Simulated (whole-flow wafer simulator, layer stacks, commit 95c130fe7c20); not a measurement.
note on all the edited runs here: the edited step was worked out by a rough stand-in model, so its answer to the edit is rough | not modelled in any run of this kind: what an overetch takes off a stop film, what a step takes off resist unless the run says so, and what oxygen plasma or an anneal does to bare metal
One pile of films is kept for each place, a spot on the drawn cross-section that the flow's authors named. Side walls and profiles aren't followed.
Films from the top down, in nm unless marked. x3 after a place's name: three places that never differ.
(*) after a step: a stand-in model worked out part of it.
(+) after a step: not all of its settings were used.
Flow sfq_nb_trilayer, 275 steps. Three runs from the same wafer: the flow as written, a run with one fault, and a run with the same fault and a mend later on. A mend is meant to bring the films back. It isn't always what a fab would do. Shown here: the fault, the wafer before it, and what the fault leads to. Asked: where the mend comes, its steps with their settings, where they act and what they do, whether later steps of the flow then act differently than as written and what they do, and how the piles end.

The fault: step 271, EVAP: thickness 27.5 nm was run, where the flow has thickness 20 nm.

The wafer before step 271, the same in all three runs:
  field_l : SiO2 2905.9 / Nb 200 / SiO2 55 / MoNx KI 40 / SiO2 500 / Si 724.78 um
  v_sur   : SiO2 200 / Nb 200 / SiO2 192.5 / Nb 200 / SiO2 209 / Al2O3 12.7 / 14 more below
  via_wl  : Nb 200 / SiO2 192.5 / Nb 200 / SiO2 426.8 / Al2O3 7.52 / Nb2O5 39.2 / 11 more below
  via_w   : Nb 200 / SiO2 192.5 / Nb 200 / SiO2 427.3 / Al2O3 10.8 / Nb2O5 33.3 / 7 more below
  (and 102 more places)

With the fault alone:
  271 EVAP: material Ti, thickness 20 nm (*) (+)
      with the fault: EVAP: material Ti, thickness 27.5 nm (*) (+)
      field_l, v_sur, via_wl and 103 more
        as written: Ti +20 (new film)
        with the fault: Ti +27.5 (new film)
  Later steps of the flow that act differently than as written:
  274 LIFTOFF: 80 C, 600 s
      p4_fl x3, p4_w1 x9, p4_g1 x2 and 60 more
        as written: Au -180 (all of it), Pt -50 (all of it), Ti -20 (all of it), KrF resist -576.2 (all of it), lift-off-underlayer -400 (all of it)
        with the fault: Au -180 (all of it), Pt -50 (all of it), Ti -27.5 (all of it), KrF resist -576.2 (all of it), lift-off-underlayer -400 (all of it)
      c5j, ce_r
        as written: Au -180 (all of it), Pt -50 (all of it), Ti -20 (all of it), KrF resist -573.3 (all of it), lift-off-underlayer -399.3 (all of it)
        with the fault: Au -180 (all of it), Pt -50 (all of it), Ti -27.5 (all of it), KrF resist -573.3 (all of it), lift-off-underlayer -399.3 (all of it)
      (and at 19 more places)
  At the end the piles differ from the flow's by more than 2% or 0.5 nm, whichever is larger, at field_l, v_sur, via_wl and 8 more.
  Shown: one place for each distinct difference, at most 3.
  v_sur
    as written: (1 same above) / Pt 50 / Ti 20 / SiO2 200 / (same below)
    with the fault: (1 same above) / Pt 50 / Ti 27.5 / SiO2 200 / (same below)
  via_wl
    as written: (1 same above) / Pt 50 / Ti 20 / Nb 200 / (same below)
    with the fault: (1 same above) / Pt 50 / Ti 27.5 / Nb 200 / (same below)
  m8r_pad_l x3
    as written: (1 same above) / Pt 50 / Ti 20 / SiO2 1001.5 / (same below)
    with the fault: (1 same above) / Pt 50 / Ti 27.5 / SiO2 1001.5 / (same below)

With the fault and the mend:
  The mend comes after step 271.
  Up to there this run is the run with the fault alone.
  271a METAL ETCH: etches Ti, MoNx, depth 7.5 nm (the flow's step 190 once more, with other settings)
      field_l, v_sur, via_wl and 103 more
        Ti -7.5
  No later step of the flow acts differently than as written at any place that is followed.
  At the end the piles are the same as the flow's at every place that both follow.
